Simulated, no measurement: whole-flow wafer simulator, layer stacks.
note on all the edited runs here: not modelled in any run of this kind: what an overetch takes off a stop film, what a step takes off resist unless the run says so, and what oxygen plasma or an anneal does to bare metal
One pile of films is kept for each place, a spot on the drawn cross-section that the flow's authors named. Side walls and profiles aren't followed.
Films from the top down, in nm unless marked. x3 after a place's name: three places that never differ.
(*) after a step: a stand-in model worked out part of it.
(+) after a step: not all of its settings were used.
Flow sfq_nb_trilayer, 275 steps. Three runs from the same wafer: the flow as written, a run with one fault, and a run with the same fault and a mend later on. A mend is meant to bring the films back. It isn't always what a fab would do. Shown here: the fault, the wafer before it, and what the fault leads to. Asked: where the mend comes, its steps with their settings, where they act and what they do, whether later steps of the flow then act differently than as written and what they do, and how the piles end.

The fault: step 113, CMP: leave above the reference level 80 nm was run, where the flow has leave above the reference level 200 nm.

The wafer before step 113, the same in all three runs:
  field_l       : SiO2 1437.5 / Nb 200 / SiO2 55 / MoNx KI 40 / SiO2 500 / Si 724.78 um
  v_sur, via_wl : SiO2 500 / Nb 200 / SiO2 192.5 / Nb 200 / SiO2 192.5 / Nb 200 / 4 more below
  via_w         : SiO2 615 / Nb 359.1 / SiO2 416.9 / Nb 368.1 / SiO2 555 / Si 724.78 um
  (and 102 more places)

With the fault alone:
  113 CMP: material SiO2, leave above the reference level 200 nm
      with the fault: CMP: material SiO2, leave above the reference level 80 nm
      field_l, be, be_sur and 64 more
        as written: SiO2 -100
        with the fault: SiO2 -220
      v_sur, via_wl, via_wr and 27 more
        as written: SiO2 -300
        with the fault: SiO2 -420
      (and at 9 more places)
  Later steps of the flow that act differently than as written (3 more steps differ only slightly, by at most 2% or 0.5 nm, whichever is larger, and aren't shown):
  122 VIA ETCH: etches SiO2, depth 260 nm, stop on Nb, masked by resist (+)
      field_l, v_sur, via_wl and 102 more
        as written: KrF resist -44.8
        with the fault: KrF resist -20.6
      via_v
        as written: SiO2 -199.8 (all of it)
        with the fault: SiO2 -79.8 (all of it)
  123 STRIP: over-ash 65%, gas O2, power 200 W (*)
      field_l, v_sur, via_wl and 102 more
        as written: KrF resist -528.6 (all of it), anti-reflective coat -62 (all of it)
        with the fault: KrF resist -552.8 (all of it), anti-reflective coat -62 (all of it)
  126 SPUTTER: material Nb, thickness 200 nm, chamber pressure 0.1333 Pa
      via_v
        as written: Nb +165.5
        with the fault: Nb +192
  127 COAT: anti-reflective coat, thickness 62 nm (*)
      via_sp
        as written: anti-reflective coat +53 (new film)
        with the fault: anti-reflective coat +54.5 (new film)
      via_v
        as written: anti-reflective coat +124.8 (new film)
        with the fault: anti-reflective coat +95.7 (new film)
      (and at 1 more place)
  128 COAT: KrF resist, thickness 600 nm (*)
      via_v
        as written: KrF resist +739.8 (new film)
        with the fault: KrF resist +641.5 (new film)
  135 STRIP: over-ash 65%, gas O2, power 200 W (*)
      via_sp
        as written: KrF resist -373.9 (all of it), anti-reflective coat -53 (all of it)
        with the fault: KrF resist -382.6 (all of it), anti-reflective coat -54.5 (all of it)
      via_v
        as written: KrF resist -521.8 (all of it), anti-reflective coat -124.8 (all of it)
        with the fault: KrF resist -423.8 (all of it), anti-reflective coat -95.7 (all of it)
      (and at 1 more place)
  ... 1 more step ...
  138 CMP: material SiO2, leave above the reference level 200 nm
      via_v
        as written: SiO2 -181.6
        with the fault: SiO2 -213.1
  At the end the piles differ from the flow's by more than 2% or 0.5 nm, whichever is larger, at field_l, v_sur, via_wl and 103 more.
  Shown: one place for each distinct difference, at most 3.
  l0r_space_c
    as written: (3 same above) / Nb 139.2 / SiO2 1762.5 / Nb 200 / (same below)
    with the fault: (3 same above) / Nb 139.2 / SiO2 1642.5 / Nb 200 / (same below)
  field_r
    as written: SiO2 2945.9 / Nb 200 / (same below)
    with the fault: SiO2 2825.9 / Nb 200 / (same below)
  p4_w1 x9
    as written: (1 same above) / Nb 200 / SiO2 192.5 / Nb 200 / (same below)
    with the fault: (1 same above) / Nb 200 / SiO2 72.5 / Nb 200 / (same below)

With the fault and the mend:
  The mend comes after step 114.
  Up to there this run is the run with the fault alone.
  114a PECVD: material SiO2, thickness 120 nm, 150 C, 26.67 s, RF power 183.3 W, pressure 2.4 Torr, precursor SiH4/N2O (the flow's step 112 once more, with other settings)
      field_l, v_sur, via_wl and 103 more
        SiO2 +120
  No later step of the flow acts differently than as written at any place that is followed.
  At the end the piles are the same as the flow's at every place that both follow.
